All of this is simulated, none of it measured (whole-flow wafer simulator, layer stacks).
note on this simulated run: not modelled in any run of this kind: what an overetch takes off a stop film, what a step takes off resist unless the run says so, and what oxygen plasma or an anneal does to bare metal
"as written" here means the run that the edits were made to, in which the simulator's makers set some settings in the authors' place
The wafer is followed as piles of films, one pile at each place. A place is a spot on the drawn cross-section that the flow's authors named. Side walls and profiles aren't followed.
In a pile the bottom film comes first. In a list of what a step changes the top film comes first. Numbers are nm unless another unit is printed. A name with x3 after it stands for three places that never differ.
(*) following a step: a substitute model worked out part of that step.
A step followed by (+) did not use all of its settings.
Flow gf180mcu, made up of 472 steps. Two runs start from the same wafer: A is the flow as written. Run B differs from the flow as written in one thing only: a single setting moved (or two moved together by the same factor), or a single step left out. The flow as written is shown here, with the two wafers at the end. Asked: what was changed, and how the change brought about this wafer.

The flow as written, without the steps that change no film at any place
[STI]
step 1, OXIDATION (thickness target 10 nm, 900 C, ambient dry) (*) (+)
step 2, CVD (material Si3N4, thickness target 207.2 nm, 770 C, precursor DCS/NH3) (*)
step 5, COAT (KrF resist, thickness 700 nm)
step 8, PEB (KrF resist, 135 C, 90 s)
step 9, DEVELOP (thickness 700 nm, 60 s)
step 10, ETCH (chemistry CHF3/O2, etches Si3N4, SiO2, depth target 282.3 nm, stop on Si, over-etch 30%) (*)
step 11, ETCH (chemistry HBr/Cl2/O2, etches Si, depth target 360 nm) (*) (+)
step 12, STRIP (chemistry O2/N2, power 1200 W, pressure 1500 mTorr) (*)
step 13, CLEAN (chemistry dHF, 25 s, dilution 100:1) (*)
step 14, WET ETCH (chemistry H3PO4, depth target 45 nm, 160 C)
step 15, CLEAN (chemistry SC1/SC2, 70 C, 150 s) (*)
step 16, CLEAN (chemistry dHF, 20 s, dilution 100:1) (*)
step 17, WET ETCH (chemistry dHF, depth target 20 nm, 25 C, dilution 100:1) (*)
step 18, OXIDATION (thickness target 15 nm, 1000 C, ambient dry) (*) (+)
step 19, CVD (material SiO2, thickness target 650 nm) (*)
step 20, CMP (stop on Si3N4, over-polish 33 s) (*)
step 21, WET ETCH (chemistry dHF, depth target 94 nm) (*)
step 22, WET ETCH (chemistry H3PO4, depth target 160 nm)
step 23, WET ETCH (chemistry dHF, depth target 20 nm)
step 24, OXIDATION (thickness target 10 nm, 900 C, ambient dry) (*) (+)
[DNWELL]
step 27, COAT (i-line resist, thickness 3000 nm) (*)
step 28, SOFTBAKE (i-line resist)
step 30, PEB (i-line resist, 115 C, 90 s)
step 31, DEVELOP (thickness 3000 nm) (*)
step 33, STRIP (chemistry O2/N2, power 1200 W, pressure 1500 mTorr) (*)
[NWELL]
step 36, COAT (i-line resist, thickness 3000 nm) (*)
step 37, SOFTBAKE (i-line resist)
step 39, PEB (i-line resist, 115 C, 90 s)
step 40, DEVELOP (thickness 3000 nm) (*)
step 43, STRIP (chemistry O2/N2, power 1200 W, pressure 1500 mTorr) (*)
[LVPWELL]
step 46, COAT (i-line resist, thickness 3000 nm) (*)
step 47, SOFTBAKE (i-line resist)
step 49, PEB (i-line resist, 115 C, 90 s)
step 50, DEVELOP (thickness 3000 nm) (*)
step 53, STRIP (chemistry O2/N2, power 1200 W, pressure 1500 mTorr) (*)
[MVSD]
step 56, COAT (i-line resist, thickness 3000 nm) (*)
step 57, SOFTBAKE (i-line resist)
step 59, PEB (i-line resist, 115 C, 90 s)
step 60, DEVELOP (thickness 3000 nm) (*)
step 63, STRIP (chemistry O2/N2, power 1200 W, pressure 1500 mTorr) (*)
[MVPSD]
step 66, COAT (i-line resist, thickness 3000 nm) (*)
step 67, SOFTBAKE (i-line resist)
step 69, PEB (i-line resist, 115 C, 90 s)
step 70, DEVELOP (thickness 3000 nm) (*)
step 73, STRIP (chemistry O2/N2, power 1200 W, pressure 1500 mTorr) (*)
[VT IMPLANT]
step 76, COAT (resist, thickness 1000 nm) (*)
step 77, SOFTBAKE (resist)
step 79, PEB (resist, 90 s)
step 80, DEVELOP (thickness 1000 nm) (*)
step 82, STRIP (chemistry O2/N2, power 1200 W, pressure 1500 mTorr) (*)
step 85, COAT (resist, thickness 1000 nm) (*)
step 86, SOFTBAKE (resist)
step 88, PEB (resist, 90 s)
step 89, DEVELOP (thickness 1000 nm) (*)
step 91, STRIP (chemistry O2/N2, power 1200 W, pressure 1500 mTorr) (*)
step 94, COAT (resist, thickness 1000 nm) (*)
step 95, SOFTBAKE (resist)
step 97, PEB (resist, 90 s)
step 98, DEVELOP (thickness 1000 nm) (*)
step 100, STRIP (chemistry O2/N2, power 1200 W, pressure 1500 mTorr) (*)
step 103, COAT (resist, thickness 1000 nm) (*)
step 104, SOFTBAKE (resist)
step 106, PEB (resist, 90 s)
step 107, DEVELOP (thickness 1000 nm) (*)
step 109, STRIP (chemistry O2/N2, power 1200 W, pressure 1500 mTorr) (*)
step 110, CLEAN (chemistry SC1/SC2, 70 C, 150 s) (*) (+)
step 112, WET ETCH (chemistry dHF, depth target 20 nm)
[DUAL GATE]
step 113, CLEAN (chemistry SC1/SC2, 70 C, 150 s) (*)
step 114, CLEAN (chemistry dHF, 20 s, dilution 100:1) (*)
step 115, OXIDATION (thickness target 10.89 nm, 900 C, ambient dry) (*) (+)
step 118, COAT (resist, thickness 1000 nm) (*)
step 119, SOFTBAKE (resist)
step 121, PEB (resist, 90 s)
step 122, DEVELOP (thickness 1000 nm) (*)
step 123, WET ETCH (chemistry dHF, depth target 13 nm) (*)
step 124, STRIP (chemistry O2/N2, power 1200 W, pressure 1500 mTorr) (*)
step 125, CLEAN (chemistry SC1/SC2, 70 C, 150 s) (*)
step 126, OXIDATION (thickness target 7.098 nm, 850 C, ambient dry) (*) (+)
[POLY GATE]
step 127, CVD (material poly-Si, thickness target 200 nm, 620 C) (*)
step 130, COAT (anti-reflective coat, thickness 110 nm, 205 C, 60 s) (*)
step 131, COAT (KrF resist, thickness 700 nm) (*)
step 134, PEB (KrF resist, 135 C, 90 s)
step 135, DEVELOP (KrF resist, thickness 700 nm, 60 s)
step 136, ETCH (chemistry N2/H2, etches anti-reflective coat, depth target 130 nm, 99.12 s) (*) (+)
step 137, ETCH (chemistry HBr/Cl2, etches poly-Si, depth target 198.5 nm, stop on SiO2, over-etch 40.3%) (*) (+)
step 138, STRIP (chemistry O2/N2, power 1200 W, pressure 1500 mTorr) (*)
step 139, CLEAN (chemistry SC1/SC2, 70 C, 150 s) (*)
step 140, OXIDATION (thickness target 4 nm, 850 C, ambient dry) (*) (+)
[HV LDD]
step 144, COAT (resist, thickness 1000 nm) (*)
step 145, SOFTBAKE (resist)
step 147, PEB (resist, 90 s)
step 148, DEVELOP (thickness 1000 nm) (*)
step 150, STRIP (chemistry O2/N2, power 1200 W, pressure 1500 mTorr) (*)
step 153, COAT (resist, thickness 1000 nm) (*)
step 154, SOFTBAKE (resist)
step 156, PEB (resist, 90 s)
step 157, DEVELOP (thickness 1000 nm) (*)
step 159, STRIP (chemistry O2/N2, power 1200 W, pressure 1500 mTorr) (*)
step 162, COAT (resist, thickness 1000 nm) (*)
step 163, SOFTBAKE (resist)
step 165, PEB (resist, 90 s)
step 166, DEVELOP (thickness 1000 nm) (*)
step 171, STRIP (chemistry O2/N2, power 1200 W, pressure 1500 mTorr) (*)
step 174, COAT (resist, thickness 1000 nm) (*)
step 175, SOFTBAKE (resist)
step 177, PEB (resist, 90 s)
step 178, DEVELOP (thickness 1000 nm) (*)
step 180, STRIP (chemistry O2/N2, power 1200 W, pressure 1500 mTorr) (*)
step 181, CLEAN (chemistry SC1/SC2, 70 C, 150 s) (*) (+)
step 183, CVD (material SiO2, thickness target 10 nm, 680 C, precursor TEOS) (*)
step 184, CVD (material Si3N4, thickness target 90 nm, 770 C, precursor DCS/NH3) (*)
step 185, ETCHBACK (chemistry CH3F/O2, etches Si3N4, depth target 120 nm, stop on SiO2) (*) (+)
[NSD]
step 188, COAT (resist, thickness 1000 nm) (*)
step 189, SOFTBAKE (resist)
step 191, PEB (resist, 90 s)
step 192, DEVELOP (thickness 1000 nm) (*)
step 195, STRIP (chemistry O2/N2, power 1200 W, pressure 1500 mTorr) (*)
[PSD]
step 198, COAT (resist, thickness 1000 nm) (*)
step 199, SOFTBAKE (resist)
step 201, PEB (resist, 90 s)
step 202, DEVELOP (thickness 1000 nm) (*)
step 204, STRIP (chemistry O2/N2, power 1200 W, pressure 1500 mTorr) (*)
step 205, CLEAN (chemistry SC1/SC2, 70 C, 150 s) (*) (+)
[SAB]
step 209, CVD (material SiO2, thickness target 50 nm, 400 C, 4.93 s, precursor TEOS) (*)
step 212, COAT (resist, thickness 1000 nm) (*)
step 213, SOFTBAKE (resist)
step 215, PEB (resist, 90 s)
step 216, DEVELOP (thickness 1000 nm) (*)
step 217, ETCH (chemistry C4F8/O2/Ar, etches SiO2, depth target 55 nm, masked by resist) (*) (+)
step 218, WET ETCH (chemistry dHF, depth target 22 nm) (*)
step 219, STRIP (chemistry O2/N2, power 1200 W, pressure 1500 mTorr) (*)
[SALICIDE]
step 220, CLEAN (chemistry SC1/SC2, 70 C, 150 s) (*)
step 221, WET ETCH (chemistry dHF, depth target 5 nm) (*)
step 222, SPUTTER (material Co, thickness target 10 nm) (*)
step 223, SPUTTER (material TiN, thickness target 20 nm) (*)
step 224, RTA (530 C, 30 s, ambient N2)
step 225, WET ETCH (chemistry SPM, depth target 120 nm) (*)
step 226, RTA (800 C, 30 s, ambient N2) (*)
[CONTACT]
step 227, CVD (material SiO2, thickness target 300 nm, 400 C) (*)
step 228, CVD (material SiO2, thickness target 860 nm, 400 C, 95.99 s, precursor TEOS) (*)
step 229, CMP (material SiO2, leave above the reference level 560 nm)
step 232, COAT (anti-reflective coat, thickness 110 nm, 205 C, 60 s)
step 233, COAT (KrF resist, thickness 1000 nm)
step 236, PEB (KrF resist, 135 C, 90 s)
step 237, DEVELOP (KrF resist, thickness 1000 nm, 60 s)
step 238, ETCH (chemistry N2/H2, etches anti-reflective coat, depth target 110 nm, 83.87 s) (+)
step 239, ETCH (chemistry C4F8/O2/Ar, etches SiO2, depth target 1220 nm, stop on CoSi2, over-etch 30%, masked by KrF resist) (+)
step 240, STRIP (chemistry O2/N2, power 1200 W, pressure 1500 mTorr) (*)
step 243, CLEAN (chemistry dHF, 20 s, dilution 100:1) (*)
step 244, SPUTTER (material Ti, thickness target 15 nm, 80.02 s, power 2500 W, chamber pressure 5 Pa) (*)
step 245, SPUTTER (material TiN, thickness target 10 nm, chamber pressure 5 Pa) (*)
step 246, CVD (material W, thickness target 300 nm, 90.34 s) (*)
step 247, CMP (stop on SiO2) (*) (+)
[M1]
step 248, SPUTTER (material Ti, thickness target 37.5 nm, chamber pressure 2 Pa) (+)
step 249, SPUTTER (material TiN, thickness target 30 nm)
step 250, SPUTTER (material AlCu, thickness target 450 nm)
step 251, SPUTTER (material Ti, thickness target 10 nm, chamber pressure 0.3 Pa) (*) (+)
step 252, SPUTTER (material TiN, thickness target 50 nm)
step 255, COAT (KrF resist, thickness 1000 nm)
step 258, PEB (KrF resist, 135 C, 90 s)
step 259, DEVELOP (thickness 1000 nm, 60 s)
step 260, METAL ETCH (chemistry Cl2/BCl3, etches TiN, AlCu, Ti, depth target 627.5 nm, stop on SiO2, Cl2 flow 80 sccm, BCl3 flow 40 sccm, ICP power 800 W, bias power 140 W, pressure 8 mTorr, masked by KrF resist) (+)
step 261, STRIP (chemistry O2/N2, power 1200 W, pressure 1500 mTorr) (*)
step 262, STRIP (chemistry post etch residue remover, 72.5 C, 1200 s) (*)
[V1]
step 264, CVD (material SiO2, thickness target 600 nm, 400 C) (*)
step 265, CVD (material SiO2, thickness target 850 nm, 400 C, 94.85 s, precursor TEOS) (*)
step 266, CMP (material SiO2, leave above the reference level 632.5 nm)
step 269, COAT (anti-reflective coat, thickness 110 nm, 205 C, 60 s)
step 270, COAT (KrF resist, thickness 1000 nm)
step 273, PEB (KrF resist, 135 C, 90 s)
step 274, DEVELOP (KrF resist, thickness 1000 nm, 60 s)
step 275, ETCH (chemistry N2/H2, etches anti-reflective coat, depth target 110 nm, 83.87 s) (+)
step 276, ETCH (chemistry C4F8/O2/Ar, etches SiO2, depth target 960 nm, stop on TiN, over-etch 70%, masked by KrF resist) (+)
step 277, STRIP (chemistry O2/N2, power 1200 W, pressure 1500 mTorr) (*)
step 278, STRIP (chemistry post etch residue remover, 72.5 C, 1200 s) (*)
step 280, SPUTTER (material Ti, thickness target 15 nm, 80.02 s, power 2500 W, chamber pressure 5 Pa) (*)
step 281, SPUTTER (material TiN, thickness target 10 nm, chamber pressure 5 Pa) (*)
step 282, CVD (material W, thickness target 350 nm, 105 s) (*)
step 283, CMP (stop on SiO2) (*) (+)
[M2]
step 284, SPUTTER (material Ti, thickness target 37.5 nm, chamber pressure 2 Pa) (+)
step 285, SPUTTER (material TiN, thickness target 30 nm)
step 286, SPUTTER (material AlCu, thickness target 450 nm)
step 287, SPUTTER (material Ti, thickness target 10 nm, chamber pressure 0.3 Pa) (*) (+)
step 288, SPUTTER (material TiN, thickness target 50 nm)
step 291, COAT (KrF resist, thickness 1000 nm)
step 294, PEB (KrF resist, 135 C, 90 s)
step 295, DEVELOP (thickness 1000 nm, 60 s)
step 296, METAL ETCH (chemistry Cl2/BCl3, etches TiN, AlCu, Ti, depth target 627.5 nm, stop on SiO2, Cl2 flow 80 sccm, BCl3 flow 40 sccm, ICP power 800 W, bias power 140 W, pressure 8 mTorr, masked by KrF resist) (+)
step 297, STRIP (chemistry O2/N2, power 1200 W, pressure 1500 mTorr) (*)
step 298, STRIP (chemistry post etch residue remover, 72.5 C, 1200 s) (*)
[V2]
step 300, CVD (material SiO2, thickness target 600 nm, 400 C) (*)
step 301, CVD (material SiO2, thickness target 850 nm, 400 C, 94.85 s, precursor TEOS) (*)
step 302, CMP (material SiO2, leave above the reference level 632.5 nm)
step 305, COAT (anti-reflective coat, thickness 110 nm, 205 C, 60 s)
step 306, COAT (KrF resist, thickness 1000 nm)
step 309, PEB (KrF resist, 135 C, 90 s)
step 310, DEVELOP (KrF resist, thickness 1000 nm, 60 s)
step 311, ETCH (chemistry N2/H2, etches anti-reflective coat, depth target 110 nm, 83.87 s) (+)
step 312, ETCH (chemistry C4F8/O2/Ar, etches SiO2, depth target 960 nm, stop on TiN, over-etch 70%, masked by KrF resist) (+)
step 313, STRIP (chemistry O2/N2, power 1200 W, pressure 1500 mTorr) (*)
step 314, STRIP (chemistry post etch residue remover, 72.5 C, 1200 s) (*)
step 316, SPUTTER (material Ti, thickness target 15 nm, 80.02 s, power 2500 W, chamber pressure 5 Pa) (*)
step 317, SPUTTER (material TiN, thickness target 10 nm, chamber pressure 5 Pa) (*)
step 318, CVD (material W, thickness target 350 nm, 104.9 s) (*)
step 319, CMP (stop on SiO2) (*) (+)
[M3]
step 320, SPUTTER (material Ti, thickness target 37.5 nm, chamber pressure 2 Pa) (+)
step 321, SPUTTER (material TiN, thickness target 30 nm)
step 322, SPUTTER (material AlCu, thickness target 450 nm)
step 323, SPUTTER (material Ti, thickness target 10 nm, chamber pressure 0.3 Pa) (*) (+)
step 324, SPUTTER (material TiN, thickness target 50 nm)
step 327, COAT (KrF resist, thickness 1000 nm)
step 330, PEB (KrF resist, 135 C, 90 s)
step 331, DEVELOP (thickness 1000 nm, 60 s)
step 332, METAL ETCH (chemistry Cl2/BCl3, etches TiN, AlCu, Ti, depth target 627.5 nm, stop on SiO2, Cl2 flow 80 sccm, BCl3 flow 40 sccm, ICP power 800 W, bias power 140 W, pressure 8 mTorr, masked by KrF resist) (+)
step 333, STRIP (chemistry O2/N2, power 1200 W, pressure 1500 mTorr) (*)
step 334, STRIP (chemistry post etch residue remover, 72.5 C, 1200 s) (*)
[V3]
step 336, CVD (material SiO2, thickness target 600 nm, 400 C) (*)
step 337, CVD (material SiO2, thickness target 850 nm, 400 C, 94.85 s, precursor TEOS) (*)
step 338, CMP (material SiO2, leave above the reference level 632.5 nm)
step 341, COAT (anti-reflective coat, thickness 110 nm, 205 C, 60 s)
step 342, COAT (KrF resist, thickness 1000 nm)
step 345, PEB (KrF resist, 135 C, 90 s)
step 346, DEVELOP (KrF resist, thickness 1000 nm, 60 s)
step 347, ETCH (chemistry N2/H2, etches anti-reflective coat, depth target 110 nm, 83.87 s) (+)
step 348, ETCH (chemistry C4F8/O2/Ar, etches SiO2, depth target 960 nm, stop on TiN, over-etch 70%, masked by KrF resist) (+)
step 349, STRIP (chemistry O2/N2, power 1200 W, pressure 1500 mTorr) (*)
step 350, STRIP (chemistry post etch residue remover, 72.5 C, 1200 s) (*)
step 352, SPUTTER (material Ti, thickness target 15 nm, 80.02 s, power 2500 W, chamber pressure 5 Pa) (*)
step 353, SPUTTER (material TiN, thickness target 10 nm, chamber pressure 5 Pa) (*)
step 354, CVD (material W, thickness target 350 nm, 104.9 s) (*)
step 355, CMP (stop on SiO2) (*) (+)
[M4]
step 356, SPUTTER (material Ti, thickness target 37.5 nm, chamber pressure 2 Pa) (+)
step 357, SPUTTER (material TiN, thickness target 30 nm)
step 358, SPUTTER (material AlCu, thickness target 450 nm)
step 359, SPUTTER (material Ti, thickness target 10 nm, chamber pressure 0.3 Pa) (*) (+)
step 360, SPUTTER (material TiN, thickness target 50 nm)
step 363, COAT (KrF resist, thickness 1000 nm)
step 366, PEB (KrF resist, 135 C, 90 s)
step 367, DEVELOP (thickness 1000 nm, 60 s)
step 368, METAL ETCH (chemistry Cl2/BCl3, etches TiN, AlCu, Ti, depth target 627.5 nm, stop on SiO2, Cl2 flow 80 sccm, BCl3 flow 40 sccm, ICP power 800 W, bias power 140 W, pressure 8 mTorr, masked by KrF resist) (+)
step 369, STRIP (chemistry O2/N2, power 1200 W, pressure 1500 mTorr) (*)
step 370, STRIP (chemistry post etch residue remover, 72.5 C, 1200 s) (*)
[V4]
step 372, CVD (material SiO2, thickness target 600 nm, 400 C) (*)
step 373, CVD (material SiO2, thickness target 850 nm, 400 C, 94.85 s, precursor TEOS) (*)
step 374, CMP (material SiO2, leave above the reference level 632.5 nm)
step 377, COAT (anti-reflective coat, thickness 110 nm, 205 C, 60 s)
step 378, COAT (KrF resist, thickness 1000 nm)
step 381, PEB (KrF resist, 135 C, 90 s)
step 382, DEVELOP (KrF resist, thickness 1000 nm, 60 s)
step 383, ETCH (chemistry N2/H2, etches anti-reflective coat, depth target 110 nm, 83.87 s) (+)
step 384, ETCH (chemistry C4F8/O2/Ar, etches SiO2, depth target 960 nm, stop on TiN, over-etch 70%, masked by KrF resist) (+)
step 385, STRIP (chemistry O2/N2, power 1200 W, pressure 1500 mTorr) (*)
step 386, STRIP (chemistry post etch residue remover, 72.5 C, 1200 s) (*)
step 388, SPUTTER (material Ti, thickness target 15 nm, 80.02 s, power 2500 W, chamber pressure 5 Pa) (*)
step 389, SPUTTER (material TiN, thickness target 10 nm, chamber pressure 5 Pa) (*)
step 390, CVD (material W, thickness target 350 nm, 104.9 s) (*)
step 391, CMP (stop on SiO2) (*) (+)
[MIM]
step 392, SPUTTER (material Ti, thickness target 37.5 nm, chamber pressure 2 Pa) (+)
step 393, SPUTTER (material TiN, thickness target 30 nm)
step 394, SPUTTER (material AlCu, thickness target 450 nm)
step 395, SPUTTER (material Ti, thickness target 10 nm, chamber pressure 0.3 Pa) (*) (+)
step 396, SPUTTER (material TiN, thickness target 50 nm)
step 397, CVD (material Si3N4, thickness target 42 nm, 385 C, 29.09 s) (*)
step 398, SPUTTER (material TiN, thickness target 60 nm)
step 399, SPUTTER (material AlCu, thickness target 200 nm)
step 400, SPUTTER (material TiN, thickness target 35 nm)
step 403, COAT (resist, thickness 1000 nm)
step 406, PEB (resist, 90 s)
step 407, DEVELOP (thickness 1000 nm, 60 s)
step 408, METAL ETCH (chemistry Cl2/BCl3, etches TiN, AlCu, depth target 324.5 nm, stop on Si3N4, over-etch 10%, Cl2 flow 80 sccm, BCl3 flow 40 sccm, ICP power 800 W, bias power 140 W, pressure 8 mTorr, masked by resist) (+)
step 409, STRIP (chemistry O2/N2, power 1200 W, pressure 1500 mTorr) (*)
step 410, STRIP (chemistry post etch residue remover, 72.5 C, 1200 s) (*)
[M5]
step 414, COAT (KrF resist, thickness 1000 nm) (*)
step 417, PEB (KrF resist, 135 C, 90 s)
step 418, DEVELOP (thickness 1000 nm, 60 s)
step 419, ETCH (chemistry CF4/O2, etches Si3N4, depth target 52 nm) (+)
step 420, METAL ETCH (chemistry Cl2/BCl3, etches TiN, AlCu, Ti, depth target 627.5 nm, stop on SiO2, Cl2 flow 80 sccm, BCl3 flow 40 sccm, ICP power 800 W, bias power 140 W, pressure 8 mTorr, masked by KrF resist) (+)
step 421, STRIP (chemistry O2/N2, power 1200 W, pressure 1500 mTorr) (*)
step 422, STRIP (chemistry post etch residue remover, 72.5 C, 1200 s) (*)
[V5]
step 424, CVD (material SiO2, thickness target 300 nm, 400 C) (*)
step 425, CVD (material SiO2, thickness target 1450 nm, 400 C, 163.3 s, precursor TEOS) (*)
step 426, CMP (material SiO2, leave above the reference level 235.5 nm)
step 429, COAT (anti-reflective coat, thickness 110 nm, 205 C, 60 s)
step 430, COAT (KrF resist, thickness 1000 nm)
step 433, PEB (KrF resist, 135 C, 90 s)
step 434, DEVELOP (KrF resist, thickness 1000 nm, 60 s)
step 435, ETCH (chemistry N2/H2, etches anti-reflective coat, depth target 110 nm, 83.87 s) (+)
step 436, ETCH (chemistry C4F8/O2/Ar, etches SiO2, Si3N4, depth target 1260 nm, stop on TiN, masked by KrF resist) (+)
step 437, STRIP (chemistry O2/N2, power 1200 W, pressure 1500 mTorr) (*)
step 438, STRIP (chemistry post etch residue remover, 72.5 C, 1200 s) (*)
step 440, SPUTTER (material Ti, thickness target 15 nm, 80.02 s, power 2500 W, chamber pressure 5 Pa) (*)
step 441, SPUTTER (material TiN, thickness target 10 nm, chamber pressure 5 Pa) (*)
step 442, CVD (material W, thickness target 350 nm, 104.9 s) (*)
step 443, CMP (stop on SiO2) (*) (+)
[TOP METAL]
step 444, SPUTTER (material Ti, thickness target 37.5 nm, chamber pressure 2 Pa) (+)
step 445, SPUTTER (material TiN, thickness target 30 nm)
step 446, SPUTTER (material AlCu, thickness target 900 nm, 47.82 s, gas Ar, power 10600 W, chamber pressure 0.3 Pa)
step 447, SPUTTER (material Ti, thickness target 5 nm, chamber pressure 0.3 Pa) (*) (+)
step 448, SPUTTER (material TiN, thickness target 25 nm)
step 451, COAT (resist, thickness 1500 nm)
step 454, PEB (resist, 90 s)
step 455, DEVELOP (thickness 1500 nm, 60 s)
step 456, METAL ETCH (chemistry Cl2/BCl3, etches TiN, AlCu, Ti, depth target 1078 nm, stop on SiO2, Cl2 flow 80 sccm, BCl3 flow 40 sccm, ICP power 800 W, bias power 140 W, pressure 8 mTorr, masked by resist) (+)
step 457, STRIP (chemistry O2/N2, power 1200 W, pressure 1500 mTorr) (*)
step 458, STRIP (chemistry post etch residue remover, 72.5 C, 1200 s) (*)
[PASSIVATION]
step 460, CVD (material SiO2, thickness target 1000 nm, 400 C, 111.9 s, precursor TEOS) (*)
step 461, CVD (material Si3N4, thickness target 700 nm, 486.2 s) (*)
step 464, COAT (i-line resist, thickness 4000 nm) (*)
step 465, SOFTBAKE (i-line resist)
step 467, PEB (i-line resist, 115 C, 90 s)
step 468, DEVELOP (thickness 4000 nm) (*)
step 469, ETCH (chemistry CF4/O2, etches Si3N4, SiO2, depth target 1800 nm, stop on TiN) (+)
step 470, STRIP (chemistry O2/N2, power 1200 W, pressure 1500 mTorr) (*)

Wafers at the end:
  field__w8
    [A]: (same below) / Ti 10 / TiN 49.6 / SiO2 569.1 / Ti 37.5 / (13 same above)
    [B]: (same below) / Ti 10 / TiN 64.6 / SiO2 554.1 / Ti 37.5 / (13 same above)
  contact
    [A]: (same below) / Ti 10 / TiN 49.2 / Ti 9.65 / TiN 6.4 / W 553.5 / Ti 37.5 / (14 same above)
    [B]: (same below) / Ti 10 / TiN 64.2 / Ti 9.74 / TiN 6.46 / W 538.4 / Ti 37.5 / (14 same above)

The reason: step 360, SPUTTER: thickness target 65 nm was run, while the flow as written has thickness target 50 nm.

Step by step, how the change led to this:
  step 360, SPUTTER (material TiN, thickness target 50 nm)
      field, field__w1, field__w2 and 108 more: A TiN gains 50 (new film) | B TiN gains 65 (new film)
  step 368, METAL ETCH (chemistry Cl2/BCl3, etches TiN, AlCu, Ti, depth target 627.5 nm, stop on SiO2, Cl2 flow 80 sccm, BCl3 flow 40 sccm, ICP power 800 W, bias power 140 W, pressure 8 mTorr, masked by KrF resist) (+)
      field, field__w1, field__w2 and 103 more: A TiN loses 50 (all of it), Ti loses 10 (all of it), AlCu loses 450 (all of it), TiN loses 30 (all of it), Ti loses 37.5 (all of it) | B TiN loses 65 (all of it), Ti loses 10 (all of it), AlCu loses 450 (all of it), TiN loses 30 (all of it), Ti loses 37.5 (all of it)
  step 384, ETCH (chemistry C4F8/O2/Ar, etches SiO2, depth target 960 nm, stop on TiN, over-etch 70%, masked by KrF resist) (+)
      contact: A SiO2 loses 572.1 (all of it) | B SiO2 loses 557.1 (all of it)
